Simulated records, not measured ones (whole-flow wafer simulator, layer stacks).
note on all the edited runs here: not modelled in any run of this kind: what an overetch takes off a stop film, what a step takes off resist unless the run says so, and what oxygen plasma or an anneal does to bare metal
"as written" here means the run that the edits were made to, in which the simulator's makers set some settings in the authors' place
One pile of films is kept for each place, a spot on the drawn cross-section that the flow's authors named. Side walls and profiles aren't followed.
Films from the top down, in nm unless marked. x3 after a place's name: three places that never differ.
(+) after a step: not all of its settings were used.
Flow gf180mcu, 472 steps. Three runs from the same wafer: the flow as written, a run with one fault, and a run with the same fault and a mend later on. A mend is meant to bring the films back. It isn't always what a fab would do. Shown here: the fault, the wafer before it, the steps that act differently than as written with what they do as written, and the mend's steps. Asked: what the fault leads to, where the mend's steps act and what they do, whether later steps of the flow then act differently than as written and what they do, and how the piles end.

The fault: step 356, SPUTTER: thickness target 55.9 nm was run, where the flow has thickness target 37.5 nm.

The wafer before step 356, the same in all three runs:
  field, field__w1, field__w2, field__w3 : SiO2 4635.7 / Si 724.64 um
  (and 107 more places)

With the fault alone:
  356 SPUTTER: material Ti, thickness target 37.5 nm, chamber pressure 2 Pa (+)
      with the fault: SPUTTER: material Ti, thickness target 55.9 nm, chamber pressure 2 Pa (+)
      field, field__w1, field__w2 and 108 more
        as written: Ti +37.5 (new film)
        with the fault: Ti +55.9 (new film)
  Later steps of the flow that act differently than as written:
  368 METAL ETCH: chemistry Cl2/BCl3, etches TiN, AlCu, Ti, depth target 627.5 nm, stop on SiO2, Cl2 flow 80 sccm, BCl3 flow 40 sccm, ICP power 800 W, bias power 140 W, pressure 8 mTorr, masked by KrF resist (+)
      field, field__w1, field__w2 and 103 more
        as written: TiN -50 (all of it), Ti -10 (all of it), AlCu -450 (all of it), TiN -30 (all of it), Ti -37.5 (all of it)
        with the fault: TiN -50 (all of it), Ti -10 (all of it), AlCu -450 (all of it), TiN -30 (all of it), Ti -55.9 (all of it)
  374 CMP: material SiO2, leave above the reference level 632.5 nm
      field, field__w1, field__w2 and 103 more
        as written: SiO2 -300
        with the fault: SiO2 -281.6
  At the end the piles differ from the flow's by more than 2% or 0.5 nm, whichever is larger, at field__w8, contact, m1, m1__w1, m1_nw.
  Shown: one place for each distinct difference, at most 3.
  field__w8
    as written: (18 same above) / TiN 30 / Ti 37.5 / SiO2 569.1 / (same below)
    with the fault: (18 same above) / TiN 30 / Ti 55.9 / SiO2 569.1 / (same below)
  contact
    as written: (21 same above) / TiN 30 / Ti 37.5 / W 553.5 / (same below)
    with the fault: (21 same above) / TiN 30 / Ti 55.9 / W 553.5 / (same below)

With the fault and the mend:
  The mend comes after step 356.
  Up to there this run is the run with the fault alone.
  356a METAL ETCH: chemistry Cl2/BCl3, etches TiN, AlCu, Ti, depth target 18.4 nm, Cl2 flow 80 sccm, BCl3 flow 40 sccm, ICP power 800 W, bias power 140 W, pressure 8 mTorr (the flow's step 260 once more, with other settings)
      field, field__w1, field__w2 and 108 more
        Ti -18.4
  No later step of the flow acts differently than as written at any place that is followed.
  At the end the piles are the same as the flow's at every place that both follow.
